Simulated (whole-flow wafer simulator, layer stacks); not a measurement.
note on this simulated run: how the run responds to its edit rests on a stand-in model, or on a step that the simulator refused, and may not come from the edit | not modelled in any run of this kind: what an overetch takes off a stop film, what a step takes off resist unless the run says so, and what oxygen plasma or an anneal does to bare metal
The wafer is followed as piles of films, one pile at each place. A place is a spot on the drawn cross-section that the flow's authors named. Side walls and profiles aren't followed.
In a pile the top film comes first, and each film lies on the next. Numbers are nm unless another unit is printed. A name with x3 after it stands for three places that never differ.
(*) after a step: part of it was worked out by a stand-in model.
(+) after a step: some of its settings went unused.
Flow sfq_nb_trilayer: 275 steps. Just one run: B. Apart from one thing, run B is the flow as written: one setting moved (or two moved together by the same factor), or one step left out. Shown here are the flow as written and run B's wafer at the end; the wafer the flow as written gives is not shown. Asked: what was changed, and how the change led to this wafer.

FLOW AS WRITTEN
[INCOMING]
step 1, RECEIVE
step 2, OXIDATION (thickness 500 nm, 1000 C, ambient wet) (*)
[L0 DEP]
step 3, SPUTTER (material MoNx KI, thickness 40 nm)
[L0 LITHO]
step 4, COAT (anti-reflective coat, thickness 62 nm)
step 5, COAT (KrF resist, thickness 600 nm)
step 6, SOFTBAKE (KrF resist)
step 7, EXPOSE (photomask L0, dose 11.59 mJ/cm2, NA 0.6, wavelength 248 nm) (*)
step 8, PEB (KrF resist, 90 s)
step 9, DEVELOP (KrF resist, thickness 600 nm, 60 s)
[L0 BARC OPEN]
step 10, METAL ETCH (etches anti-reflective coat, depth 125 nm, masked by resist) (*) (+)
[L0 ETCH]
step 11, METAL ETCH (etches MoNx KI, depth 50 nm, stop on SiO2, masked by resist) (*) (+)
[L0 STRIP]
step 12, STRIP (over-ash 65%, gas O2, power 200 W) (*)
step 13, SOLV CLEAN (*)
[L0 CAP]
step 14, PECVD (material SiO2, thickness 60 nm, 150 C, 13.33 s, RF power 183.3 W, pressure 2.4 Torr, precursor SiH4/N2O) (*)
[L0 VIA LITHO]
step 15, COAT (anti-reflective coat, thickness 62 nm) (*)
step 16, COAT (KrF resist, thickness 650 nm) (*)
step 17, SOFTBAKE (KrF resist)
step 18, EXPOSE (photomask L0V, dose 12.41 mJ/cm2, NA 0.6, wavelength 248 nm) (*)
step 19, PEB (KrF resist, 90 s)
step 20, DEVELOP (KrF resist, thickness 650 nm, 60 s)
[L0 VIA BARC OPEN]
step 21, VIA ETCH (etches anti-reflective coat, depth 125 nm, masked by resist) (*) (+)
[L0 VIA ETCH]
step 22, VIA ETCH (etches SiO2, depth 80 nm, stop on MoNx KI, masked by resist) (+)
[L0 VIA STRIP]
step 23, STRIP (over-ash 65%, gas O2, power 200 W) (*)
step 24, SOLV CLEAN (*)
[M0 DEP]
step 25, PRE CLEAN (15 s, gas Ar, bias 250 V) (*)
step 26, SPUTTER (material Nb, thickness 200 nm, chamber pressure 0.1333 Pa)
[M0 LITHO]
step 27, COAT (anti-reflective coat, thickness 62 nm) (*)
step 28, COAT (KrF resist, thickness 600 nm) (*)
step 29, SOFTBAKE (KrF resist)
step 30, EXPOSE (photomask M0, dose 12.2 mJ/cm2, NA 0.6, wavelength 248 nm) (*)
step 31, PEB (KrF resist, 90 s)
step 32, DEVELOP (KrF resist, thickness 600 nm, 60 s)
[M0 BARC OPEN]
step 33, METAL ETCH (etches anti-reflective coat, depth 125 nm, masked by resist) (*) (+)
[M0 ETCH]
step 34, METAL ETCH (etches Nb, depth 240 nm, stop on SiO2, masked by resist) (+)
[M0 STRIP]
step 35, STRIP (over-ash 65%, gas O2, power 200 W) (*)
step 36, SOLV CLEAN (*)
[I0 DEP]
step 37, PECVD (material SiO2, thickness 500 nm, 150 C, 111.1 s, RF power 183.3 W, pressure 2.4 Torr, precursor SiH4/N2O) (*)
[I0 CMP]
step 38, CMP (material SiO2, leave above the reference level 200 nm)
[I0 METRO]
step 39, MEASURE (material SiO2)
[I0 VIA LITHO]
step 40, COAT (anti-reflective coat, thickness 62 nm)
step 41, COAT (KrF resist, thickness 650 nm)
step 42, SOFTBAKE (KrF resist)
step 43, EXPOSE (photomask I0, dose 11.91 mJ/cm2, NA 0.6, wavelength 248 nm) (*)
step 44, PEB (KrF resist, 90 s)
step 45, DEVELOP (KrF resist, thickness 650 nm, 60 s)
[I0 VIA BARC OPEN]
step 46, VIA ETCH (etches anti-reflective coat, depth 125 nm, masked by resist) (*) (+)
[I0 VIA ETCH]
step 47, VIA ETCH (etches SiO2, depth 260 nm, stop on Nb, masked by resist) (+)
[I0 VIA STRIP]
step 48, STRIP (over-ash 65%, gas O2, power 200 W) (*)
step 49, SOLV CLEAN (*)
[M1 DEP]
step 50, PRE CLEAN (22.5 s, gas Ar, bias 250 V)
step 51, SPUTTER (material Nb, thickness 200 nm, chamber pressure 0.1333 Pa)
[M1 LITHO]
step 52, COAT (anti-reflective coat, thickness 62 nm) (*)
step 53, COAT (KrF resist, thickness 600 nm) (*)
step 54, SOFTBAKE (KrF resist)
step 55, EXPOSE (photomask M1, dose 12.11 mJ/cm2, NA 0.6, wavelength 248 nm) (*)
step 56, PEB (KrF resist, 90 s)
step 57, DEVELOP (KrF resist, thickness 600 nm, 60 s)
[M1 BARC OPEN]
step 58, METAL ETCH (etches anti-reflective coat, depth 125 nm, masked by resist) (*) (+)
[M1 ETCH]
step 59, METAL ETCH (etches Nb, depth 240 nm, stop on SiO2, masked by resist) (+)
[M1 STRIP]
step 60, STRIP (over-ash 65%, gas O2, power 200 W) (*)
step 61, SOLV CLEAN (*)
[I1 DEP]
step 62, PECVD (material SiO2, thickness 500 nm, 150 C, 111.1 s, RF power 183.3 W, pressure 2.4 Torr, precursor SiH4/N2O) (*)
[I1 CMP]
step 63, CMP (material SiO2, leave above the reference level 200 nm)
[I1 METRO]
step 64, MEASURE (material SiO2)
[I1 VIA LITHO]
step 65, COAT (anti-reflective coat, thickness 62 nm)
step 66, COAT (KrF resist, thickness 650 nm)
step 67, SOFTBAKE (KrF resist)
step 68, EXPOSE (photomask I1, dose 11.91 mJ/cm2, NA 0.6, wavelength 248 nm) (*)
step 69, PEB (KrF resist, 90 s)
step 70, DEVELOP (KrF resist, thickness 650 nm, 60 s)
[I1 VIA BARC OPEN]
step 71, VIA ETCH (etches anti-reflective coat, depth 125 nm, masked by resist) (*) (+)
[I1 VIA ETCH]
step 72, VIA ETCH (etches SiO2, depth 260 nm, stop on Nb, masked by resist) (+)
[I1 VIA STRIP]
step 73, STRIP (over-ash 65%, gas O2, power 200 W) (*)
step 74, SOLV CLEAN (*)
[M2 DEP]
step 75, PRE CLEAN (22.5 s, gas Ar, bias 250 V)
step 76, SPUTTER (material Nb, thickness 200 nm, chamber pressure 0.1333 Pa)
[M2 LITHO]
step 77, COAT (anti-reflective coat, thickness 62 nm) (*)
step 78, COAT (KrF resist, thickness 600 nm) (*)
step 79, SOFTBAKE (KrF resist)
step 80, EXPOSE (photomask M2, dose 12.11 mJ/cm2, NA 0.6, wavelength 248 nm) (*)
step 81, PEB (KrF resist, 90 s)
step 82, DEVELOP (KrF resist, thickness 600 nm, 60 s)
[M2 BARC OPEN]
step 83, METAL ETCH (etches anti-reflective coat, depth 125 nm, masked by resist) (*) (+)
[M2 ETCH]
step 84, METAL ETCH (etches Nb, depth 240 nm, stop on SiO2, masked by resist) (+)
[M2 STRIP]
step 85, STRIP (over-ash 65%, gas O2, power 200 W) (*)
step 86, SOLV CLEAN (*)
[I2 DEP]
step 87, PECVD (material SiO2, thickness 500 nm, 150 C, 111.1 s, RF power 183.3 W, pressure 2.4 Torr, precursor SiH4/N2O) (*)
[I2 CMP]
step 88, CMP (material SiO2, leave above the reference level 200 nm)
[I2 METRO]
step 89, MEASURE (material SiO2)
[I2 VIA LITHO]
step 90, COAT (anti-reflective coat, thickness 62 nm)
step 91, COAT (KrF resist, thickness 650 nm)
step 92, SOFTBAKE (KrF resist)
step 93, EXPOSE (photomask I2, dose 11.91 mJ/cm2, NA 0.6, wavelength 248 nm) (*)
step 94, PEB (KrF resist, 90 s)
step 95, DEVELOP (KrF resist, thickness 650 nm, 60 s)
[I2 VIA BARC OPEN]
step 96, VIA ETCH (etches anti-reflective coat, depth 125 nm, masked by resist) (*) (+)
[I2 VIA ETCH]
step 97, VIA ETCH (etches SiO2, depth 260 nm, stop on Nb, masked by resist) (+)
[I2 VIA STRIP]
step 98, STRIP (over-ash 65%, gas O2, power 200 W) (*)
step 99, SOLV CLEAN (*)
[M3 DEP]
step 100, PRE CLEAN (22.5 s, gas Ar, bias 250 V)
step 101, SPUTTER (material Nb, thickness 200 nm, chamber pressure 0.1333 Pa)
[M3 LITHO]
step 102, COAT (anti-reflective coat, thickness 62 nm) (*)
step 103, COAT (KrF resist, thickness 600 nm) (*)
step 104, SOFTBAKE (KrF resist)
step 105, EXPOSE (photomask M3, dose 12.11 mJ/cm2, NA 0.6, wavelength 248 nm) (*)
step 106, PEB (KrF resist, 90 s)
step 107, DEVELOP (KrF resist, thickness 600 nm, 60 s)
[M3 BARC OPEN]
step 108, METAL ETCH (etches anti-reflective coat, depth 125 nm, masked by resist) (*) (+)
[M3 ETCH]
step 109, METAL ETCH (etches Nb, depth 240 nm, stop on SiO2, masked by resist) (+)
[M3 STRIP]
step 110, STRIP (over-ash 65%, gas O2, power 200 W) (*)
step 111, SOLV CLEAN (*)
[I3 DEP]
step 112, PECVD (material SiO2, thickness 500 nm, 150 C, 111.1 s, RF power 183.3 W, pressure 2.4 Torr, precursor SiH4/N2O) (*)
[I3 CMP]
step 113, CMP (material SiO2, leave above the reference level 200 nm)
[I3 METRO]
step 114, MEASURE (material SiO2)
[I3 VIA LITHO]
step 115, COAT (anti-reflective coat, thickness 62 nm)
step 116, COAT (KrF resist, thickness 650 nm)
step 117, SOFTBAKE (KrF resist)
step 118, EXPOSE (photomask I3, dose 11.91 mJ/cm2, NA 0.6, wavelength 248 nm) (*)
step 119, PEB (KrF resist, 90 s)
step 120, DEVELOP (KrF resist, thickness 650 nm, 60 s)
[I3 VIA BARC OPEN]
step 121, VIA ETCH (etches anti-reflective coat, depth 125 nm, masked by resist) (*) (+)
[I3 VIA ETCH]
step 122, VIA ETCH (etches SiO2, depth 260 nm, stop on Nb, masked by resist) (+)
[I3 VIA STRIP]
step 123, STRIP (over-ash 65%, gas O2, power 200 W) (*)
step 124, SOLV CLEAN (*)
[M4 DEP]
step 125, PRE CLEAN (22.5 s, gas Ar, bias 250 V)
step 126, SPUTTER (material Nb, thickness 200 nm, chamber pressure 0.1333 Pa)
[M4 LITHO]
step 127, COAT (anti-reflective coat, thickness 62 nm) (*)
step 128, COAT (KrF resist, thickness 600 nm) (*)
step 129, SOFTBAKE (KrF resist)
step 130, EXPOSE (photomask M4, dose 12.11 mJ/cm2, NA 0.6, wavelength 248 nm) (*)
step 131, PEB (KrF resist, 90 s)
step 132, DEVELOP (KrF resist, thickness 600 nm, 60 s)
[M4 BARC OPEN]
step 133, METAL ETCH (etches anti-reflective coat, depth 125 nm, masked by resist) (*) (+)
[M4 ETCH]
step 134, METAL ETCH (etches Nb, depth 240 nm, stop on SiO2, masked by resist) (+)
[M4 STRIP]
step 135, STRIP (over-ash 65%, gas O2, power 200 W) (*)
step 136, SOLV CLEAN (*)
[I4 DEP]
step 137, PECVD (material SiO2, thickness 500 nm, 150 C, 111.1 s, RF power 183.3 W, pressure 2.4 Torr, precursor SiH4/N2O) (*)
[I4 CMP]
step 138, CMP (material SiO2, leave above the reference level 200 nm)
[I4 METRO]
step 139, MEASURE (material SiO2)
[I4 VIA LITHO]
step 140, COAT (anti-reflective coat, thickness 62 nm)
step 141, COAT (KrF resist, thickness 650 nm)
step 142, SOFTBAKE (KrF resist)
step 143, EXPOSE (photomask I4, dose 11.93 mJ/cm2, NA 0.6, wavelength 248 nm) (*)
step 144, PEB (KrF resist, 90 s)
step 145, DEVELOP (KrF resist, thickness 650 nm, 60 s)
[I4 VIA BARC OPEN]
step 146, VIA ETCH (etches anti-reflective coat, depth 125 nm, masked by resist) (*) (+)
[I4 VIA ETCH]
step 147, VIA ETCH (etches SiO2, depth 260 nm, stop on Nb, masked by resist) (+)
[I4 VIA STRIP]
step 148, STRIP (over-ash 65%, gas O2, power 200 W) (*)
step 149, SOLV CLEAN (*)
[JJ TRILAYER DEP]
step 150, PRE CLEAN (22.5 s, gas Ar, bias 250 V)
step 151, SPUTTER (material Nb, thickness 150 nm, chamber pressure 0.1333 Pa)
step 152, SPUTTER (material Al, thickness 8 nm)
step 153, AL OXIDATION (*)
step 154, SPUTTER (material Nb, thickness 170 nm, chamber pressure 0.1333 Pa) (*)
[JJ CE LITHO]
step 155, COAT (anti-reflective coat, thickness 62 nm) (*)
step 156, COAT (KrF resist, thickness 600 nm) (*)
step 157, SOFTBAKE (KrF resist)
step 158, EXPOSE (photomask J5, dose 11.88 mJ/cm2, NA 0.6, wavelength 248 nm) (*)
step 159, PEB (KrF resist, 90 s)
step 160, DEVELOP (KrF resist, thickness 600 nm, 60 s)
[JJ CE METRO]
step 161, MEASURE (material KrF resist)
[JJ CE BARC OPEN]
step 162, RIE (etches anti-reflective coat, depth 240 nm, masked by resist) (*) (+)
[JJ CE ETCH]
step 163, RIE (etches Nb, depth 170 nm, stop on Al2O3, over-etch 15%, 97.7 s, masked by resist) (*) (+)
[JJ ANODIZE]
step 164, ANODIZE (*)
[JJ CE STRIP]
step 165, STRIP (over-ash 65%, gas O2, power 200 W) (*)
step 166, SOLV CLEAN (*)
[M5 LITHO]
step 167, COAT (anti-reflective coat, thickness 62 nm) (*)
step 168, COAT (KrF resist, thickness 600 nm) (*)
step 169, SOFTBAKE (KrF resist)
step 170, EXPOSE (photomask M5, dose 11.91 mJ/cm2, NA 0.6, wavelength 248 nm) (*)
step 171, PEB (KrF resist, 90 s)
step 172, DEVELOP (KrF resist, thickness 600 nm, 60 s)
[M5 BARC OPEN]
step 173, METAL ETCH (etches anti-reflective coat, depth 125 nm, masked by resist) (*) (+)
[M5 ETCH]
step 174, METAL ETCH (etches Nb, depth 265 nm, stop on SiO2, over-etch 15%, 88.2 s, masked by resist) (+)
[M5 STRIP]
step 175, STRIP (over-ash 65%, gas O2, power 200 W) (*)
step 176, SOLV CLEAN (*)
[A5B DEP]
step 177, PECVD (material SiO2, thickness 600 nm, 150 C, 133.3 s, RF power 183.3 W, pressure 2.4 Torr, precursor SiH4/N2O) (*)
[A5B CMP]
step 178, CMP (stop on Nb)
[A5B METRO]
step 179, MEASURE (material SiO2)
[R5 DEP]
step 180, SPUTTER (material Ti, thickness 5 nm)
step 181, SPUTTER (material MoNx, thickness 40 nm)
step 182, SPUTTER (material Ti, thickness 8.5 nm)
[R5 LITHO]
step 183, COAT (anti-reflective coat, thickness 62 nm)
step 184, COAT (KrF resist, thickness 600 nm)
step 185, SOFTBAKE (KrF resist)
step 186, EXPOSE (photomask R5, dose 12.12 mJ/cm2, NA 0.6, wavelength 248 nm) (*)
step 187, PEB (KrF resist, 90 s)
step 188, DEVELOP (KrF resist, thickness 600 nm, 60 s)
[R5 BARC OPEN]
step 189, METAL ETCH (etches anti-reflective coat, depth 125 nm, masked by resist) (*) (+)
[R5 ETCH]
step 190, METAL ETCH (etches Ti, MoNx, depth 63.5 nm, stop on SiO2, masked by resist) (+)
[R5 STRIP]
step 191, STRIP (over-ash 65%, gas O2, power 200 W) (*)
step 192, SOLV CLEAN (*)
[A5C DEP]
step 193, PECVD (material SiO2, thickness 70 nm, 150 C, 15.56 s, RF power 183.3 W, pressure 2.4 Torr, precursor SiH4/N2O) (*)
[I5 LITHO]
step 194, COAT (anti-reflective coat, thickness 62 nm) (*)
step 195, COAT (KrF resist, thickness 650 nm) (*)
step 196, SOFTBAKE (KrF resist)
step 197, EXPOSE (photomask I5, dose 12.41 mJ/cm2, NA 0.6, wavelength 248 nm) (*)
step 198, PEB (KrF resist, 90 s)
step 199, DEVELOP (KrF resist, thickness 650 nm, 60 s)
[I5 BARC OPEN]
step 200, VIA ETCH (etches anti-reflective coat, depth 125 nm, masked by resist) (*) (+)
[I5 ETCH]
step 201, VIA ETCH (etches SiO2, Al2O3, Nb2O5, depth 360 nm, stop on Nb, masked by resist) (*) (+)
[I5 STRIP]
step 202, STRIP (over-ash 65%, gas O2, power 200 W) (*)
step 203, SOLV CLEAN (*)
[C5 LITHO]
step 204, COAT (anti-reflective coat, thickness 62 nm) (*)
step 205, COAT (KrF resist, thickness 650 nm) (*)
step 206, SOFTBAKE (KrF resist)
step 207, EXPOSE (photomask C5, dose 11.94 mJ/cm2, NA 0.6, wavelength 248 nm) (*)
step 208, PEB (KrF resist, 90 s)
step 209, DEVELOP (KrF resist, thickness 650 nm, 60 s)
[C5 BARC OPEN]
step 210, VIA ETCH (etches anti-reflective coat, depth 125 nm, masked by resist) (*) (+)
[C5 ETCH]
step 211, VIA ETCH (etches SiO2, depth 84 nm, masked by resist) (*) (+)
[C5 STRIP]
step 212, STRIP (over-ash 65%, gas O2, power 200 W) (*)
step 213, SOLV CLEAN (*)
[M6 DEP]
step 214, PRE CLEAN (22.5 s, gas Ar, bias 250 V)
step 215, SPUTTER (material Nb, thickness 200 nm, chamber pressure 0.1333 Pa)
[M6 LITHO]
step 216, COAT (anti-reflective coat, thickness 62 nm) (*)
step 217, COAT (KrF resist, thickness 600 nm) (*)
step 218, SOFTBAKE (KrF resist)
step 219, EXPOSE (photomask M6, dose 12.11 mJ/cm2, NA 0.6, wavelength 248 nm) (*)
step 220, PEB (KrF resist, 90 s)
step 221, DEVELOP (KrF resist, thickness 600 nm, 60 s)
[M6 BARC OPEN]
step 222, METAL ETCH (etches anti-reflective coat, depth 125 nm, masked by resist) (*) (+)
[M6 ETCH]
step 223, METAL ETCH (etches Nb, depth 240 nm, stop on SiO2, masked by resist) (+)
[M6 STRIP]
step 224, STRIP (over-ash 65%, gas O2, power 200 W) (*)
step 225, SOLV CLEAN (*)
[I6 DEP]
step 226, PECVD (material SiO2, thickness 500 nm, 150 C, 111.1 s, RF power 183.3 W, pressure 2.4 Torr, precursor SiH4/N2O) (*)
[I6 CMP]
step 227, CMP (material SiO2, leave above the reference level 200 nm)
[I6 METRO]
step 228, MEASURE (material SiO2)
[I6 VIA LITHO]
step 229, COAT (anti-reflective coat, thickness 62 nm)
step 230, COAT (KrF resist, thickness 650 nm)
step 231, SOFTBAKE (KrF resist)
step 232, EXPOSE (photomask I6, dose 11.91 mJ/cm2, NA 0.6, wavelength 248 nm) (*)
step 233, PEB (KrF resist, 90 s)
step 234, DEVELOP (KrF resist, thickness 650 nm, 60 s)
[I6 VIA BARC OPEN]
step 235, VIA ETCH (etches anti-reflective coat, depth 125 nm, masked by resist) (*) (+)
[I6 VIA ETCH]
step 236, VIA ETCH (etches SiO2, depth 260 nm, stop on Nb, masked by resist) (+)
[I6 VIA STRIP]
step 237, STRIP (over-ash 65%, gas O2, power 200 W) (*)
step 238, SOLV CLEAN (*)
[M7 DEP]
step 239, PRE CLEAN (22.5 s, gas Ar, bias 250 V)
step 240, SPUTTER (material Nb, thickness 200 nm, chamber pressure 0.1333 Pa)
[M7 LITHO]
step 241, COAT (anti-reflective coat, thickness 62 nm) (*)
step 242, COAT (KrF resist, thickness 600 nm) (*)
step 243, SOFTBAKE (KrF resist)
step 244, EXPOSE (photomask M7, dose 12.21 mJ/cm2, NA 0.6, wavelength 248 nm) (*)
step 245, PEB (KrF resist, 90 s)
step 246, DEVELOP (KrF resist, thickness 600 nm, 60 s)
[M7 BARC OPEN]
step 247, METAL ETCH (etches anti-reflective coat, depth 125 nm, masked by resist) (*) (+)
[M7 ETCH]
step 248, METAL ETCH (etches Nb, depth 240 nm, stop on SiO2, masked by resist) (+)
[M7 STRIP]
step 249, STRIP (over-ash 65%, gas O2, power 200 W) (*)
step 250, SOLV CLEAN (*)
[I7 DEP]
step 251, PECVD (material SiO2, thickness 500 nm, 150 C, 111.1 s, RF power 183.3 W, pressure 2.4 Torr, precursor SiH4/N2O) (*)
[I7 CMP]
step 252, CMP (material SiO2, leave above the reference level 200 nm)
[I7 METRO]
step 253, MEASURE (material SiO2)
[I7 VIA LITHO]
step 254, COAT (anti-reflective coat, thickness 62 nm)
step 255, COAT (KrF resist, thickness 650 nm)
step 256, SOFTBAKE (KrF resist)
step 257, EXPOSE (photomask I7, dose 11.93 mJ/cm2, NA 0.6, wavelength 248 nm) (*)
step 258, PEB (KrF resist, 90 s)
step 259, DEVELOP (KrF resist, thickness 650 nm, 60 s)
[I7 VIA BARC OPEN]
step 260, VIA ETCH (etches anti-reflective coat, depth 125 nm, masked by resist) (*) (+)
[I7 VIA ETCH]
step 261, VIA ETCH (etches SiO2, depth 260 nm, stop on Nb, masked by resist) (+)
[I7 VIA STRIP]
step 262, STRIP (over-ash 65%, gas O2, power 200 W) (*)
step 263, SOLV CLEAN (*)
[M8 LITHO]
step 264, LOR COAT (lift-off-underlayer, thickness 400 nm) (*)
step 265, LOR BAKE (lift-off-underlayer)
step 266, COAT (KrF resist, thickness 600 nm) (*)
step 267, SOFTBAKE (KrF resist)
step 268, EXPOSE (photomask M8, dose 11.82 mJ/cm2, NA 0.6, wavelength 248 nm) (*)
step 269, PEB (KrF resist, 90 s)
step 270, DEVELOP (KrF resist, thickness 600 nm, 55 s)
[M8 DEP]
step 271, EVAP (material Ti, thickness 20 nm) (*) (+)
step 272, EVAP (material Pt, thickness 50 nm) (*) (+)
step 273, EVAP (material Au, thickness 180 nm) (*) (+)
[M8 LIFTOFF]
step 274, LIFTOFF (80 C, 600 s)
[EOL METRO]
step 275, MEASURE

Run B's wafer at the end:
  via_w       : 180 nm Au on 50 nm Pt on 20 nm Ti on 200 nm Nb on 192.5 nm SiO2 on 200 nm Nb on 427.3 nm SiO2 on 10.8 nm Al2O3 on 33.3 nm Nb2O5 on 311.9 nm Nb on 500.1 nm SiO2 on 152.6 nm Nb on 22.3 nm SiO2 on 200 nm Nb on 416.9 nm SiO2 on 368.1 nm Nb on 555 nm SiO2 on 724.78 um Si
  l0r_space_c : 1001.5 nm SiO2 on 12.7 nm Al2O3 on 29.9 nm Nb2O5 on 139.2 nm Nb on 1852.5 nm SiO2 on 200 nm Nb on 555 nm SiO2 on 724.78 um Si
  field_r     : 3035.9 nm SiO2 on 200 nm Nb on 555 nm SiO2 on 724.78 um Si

The reason: step 88, CMP: leave above the reference level 290 nm was run, whereas the flow has leave above the reference level 200 nm.

The path from the change to this, step by step:
  step 88, CMP (material SiO2, leave above the reference level 200 nm)
      field_l, be, be_sur and 81 more: SiO2 loses 10 (as written it would have been: SiO2 loses 100)
      v_sur, via_wl, via_w and 18 more: SiO2 loses 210 (as written it would have been: SiO2 loses 300)
      (and at 1 other place as well)
  step 97, VIA ETCH (etches SiO2, depth 260 nm, stop on Nb, masked by resist) (+)
      via_w: SiO2 loses 260 (as written it would have been: SiO2 loses 199.8 (all of it))
  step 100, PRE CLEAN (22.5 s, gas Ar, bias 250 V)
      via_w: SiO2 loses 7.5 (as written it would have been: Nb loses 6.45)
  step 101, SPUTTER (material Nb, thickness 200 nm, chamber pressure 0.1333 Pa)
      via_w: Nb gains 152.6 (new film) (as written it would have been: Nb gains 165.5)
  step 102, COAT (anti-reflective coat, thickness 62 nm) (*)
      via_wl, via_wr: anti-reflective coat gains 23 (new film) (as written it would have been: anti-reflective coat gains 34.2 (new film))
      v_sur: anti-reflective coat gains 55.7 (new film) (as written it would have been: anti-reflective coat gains 61.1 (new film))
      (and at 2 other places as well)
  step 103, COAT (KrF resist, thickness 600 nm) (*)
      via_w: KrF resist gains 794 (new film) (as written it would have been: KrF resist gains 737.9 (new film))
  step 110, STRIP (over-ash 65%, gas O2, power 200 W) (*)
      v_sur: KrF resist loses 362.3 (all of it), anti-reflective coat loses 55.7 (all of it) (as written it would have been: KrF resist loses 365.3 (all of it), anti-reflective coat loses 61.1 (all of it))
      via_wl: KrF resist loses 383.9 (all of it), anti-reflective coat loses 23 (all of it) (as written it would have been: KrF resist loses 384.2 (all of it), anti-reflective coat loses 34.2 (all of it))
      (and at 3 other places as well)
  step 112, PECVD (material SiO2, thickness 500 nm, 150 C, 111.1 s, RF power 183.3 W, pressure 2.4 Torr, precursor SiH4/N2O) (*)
      via_w: SiO2 gains 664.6 (new film) (as written it would have been: SiO2 gains 615 (new film))
  step 113, CMP (material SiO2, leave above the reference level 200 nm)
      via_w: SiO2 loses 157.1 (as written it would have been: SiO2 loses 181.6)
If metal films that touch count as one body, via_w has 6 bodies (between them, from the top down: SiO2 192.5; SiO2 427.3 / Al2O3 10.8 / Nb2O5 33.3; SiO2 500.1; SiO2 22.3; SiO2 416.9); the flow as written gives 5 bodies (between them, from the top down: SiO2 192.5; SiO2 427.3 / Al2O3 10.8 / Nb2O5 33.3; SiO2 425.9; SiO2 416.9).
